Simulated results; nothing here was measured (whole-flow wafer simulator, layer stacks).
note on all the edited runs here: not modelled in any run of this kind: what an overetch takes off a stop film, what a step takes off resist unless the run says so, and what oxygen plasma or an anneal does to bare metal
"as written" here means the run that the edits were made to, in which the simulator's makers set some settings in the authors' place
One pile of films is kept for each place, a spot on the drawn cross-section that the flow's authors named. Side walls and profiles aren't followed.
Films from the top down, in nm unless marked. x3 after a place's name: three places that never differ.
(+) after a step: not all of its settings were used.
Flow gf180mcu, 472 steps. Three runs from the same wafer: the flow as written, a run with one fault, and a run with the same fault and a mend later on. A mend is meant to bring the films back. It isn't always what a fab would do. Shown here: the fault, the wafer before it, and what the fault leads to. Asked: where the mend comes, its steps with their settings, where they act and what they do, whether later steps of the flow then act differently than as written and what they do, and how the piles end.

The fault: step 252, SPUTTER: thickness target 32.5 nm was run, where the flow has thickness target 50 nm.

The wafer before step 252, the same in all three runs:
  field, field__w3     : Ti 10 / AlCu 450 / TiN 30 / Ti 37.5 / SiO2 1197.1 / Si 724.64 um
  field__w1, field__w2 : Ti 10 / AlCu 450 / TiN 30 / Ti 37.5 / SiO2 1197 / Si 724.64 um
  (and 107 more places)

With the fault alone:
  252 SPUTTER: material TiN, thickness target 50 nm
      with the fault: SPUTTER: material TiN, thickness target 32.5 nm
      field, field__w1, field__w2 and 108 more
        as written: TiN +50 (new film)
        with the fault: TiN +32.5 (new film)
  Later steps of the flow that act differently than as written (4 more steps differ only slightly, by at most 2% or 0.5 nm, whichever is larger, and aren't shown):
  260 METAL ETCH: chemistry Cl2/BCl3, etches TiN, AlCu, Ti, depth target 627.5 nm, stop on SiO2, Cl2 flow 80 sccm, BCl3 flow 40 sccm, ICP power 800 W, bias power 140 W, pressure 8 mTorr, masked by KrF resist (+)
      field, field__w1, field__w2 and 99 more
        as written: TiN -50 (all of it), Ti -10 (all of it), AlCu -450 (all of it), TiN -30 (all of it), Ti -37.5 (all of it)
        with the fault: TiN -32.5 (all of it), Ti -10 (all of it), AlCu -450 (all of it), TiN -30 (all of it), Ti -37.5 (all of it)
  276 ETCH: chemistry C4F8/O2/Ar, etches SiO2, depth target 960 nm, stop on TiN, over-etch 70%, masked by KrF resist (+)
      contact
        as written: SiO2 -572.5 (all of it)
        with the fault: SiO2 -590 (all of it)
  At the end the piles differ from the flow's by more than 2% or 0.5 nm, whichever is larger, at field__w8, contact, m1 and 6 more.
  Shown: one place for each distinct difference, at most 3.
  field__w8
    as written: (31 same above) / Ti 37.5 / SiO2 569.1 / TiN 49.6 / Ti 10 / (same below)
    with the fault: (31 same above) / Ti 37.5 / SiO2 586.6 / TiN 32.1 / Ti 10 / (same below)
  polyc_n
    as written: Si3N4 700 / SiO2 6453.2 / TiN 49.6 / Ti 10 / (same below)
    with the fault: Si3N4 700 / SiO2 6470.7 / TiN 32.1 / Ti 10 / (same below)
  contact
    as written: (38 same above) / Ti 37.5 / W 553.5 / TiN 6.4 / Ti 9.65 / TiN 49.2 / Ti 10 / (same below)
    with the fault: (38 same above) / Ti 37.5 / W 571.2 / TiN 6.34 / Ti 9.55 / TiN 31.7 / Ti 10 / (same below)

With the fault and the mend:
  The mend comes after step 252.
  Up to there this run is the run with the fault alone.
  252a SPUTTER: material TiN, thickness target 17.5 nm (the flow's step 252 once more, with other settings)
      field, field__w1, field__w2 and 108 more
        TiN +17.5
  No later step of the flow acts differently than as written at any place that is followed.
  At the end the piles are the same as the flow's at every place that both follow.
